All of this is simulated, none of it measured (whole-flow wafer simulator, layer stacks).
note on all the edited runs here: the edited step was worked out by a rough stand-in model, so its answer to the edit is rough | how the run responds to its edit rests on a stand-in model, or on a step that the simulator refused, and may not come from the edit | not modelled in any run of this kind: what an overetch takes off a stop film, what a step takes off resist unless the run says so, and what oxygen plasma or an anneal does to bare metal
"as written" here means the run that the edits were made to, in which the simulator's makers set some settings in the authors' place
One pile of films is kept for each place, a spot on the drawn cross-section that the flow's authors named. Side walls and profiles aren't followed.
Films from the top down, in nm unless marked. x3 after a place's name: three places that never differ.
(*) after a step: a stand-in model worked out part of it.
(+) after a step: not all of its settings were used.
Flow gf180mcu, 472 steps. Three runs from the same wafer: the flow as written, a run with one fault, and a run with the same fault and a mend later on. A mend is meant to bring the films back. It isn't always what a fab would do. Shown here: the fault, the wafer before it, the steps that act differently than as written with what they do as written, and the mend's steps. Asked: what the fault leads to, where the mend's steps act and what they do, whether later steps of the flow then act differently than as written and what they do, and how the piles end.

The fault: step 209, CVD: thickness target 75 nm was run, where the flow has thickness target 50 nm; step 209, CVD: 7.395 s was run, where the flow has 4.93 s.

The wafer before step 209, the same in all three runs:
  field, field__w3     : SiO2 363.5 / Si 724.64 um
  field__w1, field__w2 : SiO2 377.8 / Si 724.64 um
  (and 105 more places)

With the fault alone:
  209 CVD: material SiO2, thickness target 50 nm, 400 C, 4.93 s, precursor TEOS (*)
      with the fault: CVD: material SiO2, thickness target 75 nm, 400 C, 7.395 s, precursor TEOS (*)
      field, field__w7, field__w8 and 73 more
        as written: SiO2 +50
        with the fault: SiO2 +74.1
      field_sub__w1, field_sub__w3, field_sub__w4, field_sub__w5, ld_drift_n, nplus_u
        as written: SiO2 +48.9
        with the fault: SiO2 +72.5
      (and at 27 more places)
  Later steps of the flow that act differently than as written (9 more steps differ only slightly, by at most 2% or 0.5 nm, whichever is larger, and aren't shown):
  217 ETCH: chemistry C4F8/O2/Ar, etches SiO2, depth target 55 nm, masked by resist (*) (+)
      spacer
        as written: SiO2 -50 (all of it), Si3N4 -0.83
        with the fault: SiO2 -55
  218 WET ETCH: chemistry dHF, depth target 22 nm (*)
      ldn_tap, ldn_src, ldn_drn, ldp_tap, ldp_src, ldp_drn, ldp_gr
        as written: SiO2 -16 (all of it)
        with the fault: SiO2 -38
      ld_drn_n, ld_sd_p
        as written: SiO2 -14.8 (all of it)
        with the fault: SiO2 -36.7
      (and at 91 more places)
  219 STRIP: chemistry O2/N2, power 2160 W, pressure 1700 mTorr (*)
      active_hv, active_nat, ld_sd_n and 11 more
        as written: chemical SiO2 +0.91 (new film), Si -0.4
        with the fault: nothing
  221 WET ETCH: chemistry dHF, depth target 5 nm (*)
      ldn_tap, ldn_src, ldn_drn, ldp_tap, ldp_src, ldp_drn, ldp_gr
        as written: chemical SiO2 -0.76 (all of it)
        with the fault: SiO2 -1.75 (all of it)
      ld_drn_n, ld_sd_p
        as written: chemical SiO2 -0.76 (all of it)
        with the fault: SiO2 -1.31 (all of it)
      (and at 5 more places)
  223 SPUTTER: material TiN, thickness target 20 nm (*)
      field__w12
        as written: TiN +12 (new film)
        with the fault: TiN +12.7 (new film)
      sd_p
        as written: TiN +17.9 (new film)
        with the fault: TiN +17.1 (new film)
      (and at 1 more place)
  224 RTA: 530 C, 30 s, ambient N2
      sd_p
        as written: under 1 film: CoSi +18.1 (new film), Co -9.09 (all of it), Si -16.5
        with the fault: under 1 film: CoSi +17.4 (new film), Co -8.73 (all of it), Si -15.8
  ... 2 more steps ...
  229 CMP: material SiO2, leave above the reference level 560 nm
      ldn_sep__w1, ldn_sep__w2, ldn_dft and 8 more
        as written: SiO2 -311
        with the fault: SiO2 -320.5
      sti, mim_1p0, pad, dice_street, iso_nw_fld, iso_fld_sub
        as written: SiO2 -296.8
        with the fault: SiO2 -306.3
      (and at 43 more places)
  At the end the piles differ from the flow's by more than 2% or 0.5 nm, whichever is larger, at sd_p.
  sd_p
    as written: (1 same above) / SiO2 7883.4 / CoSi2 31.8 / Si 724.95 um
    with the fault: (1 same above) / SiO2 7883.4 / CoSi2 30.5 / Si 724.95 um

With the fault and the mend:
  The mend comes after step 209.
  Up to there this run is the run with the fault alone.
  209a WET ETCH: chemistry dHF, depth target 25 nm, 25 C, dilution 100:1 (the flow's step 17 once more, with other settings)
      field, field__w1, field__w2 and 106 more
        SiO2 -25
  Later steps of the flow that act differently than as written (14 more steps differ only slightly, by at most 2% or 0.5 nm, whichever is larger, and aren't shown):
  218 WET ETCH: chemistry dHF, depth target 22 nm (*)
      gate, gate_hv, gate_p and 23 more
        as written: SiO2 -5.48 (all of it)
        with the mend: SiO2 -4.57 (all of it)
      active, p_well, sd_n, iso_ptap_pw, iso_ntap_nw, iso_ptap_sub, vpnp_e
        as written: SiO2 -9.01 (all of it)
        with the mend: SiO2 -8.1 (all of it)
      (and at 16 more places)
  At the end the piles differ from the flow's only slightly at the places that both follow, by at most 2% or 0.5 nm, whichever is larger.
